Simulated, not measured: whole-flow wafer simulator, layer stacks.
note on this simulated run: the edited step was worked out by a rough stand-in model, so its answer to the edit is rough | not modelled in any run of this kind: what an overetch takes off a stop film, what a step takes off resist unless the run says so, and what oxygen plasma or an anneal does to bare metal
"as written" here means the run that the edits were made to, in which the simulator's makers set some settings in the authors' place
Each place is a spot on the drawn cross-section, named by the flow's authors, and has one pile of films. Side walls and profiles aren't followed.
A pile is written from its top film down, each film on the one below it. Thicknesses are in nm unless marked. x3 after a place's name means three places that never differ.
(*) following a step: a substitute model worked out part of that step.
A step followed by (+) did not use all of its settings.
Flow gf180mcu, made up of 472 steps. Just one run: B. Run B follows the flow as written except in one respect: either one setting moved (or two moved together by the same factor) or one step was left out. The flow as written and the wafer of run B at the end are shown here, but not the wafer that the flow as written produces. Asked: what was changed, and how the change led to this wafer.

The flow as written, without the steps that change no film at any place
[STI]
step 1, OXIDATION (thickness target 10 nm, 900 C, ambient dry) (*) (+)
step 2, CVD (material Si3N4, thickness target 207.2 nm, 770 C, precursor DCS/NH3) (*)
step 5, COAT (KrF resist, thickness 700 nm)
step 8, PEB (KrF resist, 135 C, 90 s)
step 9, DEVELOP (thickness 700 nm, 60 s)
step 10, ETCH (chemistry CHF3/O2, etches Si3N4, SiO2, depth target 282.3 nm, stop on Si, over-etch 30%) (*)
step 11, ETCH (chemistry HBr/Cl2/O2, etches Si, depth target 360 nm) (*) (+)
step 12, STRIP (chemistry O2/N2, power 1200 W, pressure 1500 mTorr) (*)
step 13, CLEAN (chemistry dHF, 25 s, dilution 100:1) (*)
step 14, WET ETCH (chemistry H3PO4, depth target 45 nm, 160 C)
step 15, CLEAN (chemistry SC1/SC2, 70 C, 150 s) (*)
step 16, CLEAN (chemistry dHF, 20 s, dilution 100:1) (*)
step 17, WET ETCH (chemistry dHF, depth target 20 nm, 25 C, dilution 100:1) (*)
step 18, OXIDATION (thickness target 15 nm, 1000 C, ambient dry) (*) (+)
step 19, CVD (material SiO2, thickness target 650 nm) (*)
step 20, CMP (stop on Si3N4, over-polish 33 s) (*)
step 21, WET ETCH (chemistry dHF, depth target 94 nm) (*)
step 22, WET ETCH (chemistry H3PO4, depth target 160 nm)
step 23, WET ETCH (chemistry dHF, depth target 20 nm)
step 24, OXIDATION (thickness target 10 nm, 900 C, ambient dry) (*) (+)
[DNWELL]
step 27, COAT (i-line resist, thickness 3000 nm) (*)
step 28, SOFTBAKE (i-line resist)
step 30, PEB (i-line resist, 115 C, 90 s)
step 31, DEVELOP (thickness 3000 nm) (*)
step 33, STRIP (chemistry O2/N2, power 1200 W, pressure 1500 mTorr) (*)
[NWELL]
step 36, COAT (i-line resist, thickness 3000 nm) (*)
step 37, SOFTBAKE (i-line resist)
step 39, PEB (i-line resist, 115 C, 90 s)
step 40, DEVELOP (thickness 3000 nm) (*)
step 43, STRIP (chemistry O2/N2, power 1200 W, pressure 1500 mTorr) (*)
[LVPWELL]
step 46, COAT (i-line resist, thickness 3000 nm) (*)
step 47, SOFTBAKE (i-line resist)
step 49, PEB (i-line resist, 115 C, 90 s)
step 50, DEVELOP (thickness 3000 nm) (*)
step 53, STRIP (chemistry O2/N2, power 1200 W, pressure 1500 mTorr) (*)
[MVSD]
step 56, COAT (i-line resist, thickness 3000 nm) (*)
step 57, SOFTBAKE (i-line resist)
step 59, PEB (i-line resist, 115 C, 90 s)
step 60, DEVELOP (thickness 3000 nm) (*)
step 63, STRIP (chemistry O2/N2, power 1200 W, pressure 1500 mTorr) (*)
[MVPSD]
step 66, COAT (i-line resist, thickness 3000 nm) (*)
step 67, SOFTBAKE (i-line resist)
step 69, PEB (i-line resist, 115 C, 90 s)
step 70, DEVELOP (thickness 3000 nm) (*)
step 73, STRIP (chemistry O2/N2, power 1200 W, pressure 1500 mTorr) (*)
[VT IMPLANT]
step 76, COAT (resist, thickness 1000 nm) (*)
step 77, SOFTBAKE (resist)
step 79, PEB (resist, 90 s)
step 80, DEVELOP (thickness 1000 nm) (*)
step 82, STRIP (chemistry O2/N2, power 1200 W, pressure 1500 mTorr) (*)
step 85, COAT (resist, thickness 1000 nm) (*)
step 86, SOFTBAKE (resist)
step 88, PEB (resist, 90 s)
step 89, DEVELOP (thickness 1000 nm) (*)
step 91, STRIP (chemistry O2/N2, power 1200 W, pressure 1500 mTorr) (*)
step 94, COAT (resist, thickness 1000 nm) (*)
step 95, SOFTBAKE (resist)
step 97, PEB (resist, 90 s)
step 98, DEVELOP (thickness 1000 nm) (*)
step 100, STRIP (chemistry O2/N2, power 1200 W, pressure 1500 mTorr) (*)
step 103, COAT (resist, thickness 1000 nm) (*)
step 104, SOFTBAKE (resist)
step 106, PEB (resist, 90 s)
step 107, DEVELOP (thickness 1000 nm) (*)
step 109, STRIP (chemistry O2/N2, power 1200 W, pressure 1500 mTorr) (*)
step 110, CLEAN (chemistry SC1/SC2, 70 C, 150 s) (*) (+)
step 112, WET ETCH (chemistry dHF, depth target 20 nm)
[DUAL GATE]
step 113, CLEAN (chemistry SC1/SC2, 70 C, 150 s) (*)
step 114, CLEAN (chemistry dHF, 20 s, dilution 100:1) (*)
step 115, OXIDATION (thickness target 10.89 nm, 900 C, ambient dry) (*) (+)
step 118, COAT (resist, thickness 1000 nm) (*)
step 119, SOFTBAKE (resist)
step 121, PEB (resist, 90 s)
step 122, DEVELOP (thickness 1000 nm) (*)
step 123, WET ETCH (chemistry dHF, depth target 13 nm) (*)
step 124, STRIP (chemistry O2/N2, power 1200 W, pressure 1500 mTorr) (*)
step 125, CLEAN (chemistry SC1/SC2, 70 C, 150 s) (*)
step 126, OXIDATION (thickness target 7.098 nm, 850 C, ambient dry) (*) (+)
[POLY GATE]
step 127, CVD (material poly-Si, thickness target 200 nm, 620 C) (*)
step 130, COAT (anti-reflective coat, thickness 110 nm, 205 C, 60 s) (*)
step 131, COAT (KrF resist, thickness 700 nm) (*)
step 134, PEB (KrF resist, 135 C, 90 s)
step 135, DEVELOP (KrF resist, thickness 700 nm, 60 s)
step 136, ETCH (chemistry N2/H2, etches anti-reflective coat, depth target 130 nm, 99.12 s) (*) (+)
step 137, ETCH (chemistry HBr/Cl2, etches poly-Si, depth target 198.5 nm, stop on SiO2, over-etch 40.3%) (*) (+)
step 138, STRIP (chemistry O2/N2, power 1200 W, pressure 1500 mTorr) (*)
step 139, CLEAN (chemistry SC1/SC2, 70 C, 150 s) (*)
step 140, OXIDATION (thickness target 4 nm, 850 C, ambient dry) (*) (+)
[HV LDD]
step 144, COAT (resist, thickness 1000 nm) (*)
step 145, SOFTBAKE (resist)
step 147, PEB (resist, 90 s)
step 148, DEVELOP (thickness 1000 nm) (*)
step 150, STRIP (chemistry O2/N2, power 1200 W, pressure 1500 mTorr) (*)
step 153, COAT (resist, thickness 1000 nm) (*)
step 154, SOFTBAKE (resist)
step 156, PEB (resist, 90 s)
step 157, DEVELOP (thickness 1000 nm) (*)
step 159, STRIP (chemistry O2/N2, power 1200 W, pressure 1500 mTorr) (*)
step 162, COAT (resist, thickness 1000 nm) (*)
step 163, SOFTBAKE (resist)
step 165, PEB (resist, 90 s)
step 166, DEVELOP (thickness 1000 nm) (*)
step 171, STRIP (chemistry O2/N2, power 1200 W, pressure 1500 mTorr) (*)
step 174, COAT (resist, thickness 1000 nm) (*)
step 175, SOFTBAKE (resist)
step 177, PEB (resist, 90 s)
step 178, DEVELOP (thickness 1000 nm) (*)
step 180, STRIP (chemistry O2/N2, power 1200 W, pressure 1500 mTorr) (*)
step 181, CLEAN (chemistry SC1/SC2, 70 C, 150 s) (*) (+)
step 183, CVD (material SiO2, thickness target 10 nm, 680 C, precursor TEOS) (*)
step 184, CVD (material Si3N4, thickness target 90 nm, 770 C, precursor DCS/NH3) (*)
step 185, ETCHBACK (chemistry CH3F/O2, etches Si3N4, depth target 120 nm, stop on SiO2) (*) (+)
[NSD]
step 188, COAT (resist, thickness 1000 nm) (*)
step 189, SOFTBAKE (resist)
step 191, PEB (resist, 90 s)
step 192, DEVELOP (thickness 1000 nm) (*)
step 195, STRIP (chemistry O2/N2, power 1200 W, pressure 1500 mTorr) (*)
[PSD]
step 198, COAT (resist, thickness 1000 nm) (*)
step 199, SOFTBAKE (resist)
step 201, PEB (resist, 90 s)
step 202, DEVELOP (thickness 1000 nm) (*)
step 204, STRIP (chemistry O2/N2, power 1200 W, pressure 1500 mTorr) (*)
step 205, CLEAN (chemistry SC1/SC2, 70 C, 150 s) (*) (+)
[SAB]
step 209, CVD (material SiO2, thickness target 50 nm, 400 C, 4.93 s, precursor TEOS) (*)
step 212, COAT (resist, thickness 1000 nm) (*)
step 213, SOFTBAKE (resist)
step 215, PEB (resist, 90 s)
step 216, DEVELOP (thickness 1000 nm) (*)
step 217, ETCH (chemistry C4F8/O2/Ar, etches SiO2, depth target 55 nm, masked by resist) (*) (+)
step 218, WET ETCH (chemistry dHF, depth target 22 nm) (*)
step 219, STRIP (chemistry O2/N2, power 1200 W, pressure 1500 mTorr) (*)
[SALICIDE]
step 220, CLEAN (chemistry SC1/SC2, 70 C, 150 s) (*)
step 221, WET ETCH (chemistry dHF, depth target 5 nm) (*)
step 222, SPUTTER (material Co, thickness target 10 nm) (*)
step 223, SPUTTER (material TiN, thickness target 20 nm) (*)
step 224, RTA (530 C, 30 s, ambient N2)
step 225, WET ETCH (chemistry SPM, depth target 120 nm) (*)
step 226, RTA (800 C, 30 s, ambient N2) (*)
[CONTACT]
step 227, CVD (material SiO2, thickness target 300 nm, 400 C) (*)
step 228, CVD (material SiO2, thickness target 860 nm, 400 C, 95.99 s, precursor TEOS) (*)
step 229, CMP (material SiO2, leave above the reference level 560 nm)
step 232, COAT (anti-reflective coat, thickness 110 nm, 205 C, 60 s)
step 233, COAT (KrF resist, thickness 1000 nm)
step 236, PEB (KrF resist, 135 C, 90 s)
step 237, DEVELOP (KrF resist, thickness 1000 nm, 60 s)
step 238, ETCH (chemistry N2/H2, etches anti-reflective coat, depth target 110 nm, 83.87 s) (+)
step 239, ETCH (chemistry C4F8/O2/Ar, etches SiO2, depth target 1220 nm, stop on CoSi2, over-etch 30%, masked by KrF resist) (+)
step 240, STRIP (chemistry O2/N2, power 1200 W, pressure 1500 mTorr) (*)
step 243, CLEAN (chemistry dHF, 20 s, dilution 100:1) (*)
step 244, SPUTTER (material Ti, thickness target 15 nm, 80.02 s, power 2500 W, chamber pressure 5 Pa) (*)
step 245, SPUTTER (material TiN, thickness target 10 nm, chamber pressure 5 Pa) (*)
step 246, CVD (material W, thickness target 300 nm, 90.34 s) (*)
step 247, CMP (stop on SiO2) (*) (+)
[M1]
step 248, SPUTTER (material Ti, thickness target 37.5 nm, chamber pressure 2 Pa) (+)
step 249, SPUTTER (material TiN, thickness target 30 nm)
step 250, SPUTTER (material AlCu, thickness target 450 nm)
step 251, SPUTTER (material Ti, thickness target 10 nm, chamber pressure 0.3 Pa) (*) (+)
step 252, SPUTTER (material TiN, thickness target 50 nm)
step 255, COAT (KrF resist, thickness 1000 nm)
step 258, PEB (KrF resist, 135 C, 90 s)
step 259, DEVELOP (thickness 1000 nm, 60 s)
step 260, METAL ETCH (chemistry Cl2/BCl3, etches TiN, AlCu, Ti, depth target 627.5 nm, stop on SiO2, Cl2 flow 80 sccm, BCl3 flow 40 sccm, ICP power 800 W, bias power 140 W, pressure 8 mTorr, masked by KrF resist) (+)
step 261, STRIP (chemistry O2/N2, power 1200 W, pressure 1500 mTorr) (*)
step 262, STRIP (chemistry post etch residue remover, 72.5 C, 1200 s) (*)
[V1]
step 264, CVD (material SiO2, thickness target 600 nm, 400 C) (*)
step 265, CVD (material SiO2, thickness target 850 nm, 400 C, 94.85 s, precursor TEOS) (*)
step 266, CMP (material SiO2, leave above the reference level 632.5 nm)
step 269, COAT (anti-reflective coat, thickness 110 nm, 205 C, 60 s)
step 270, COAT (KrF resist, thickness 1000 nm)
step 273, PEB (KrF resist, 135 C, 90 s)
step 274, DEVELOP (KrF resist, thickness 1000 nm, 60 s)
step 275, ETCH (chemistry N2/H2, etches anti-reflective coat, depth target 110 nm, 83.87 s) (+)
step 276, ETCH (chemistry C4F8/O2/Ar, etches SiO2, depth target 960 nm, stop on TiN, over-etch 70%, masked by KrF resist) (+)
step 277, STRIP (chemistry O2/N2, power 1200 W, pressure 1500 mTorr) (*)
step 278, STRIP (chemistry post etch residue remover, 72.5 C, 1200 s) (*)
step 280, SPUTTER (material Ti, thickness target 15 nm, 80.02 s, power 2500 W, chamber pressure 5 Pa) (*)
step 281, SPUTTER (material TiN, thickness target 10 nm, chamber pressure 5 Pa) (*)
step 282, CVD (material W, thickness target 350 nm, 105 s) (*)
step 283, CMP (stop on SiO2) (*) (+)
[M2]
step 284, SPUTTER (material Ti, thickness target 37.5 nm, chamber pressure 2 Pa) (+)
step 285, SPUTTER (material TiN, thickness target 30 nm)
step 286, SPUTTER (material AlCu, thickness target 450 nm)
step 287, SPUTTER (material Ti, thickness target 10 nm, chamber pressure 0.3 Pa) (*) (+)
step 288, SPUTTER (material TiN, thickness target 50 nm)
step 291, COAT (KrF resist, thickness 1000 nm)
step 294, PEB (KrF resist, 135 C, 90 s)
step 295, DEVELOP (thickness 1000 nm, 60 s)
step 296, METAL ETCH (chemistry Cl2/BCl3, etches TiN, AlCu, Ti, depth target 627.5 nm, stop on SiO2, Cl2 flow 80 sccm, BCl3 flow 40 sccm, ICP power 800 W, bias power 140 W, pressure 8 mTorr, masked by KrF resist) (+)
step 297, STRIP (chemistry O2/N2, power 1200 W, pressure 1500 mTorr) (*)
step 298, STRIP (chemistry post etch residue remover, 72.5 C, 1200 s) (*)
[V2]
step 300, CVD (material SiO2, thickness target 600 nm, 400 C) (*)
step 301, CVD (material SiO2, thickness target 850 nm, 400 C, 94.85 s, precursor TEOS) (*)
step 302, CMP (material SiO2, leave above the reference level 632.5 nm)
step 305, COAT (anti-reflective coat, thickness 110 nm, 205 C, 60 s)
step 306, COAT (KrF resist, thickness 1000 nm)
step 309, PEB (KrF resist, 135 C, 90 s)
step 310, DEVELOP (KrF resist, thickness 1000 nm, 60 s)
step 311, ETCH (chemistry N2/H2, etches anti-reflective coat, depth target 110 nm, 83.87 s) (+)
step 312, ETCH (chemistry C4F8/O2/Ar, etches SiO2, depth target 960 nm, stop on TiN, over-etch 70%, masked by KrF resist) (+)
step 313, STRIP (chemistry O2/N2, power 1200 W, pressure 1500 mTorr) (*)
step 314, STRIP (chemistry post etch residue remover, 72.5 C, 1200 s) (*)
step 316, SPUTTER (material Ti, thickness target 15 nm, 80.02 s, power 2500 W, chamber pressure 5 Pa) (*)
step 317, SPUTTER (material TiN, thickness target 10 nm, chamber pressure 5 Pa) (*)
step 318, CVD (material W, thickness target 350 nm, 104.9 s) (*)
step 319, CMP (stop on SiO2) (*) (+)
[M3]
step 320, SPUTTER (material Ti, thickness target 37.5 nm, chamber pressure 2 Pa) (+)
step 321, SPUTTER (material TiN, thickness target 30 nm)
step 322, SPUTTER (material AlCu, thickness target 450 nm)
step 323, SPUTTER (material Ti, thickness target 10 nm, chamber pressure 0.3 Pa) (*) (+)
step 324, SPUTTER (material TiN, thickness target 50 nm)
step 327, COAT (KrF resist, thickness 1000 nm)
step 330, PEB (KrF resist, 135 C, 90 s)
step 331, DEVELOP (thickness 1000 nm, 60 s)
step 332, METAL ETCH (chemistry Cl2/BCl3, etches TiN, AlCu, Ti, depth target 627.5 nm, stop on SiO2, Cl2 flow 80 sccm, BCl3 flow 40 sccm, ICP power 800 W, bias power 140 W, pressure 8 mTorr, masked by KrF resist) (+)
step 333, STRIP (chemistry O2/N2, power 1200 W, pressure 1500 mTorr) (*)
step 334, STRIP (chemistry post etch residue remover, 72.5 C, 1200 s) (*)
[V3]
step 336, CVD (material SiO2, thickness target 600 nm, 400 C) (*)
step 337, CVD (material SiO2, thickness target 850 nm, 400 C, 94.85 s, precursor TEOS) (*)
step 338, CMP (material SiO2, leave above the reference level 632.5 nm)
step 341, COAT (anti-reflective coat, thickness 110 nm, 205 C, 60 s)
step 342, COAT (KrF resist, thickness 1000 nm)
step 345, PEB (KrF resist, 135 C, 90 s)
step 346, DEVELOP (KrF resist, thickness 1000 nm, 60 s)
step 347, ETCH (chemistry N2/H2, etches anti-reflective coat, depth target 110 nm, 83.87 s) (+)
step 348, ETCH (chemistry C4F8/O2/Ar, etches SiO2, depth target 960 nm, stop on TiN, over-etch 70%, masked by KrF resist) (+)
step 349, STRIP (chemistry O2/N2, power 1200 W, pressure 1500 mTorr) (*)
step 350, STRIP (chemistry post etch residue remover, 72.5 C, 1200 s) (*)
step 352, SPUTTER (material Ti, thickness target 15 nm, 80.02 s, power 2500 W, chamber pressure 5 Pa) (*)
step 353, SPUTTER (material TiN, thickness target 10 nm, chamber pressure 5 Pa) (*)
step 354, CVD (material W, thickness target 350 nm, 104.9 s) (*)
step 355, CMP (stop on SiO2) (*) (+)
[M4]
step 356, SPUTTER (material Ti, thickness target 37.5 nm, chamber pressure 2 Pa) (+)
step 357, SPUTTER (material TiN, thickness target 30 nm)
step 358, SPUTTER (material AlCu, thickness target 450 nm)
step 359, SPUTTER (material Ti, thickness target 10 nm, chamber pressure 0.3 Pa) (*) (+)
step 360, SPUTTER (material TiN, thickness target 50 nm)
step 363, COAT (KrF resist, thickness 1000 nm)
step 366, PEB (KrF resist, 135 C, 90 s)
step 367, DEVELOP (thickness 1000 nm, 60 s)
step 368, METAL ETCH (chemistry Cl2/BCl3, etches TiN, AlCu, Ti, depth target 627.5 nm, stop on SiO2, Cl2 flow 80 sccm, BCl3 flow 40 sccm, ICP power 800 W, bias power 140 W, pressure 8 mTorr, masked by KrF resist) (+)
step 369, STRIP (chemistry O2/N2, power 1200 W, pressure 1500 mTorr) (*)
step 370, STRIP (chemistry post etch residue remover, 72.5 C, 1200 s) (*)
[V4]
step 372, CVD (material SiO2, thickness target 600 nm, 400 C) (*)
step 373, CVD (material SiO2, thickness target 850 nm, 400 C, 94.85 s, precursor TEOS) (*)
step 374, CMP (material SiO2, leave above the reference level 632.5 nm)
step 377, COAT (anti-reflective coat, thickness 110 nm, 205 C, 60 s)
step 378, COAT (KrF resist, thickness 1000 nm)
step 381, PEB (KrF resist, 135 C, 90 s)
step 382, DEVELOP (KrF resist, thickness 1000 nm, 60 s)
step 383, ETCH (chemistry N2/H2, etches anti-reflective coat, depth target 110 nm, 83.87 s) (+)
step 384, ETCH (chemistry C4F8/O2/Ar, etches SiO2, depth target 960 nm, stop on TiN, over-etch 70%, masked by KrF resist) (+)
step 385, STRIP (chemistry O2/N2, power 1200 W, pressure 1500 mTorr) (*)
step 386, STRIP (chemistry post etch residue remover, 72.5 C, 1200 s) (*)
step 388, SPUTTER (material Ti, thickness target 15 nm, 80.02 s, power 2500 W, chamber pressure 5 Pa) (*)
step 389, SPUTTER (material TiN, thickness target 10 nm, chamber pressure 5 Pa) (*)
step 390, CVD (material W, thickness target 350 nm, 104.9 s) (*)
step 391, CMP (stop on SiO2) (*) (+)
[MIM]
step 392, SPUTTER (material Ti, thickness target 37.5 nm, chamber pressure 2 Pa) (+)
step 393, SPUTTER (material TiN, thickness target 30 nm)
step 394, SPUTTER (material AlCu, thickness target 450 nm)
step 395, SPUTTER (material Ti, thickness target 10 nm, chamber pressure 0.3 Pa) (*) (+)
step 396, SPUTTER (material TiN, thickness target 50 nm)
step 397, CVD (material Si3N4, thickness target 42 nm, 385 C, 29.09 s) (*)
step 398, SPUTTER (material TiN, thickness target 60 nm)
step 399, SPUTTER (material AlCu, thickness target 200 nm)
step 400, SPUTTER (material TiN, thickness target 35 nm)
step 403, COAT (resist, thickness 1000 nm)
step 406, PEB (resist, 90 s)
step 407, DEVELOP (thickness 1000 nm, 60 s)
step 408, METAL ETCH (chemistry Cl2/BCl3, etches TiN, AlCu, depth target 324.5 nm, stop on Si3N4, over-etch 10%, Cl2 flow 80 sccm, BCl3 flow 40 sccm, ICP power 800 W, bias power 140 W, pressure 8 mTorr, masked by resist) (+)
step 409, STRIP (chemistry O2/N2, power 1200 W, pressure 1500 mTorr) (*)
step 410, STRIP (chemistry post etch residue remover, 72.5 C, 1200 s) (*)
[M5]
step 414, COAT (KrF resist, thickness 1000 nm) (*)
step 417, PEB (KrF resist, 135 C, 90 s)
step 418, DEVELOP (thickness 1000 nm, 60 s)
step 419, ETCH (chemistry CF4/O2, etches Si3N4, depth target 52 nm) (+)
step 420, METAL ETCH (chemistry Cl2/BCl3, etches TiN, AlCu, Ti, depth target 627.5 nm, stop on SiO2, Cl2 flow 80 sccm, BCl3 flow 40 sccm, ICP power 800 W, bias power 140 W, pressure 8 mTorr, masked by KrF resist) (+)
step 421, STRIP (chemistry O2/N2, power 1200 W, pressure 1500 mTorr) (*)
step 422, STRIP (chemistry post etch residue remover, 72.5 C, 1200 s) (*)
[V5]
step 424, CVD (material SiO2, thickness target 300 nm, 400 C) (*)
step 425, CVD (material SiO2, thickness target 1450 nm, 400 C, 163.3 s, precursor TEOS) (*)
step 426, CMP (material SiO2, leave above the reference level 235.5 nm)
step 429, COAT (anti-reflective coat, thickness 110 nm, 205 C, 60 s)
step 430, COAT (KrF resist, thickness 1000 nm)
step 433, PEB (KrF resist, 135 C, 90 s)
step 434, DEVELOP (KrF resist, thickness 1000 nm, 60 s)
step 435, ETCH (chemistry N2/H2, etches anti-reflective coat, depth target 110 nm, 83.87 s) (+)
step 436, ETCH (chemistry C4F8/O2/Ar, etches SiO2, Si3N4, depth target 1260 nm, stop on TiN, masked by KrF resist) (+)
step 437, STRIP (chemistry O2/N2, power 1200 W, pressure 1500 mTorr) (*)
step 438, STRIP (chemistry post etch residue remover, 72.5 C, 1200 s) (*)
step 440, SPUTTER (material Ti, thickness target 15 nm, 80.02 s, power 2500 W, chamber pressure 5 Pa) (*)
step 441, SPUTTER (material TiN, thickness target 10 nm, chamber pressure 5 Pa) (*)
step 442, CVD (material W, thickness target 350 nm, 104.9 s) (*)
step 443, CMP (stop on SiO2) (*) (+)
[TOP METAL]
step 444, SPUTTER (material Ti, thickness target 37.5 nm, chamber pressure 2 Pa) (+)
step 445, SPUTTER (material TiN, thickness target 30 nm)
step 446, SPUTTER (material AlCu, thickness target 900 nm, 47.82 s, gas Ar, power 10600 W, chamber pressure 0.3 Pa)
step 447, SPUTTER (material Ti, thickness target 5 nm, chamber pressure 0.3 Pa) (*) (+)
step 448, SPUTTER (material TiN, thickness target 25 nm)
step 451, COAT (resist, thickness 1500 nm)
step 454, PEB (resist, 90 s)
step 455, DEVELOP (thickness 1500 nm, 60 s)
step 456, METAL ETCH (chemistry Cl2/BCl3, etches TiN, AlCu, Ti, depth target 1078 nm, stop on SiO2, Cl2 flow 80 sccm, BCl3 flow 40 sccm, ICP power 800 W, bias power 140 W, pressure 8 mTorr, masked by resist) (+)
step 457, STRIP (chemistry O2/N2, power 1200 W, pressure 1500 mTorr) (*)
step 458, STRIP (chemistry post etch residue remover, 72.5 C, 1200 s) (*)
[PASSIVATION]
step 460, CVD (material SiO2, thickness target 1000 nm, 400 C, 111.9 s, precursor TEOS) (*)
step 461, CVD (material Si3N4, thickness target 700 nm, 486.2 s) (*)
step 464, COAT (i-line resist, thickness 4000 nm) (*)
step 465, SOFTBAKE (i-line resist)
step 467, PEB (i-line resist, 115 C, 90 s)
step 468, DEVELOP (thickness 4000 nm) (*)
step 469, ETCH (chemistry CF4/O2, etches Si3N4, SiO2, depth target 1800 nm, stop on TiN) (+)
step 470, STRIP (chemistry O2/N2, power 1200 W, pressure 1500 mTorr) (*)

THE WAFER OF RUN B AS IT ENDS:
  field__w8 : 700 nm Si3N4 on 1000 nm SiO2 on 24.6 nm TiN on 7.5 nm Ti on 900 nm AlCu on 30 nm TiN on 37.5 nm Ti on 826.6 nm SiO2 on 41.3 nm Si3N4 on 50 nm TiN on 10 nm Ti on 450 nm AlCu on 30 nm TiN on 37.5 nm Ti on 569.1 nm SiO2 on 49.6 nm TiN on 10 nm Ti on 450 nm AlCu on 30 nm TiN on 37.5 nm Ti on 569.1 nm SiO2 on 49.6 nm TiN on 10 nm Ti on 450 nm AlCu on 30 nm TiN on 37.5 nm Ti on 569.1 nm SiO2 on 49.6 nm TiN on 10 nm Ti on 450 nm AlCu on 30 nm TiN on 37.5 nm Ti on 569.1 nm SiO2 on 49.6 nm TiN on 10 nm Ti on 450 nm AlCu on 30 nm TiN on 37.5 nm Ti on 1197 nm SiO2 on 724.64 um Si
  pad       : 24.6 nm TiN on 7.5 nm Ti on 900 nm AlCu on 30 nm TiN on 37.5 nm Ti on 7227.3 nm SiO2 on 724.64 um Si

Cause: step 447, SPUTTER: thickness target 7.5 nm was run, though the flow has thickness target 5 nm.
One can read it off the wafer: field__w8 has Ti 7.5, and step 447 as written asks for 5 nm.

Step by step, how the change led to this:
  step 447, SPUTTER (material Ti, thickness target 5 nm, chamber pressure 0.3 Pa) (*) (+)
      field, field__w1, field__w2 and 109 more: +7.5 Ti (new film) (as written it would have been: +5 Ti (new film))
  step 456, METAL ETCH (chemistry Cl2/BCl3, etches TiN, AlCu, Ti, depth target 1078 nm, stop on SiO2, Cl2 flow 80 sccm, BCl3 flow 40 sccm, ICP power 800 W, bias power 140 W, pressure 8 mTorr, masked by resist) (+)
      field, field__w1, field__w2 and 103 more: -25 TiN (all of it), -7.5 Ti (all of it), -900 AlCu (all of it), -30 TiN (all of it), -37.5 Ti (all of it) (as written it would have been: -25 TiN (all of it), -5 Ti (all of it), -900 AlCu (all of it), -30 TiN (all of it), -37.5 Ti (all of it))
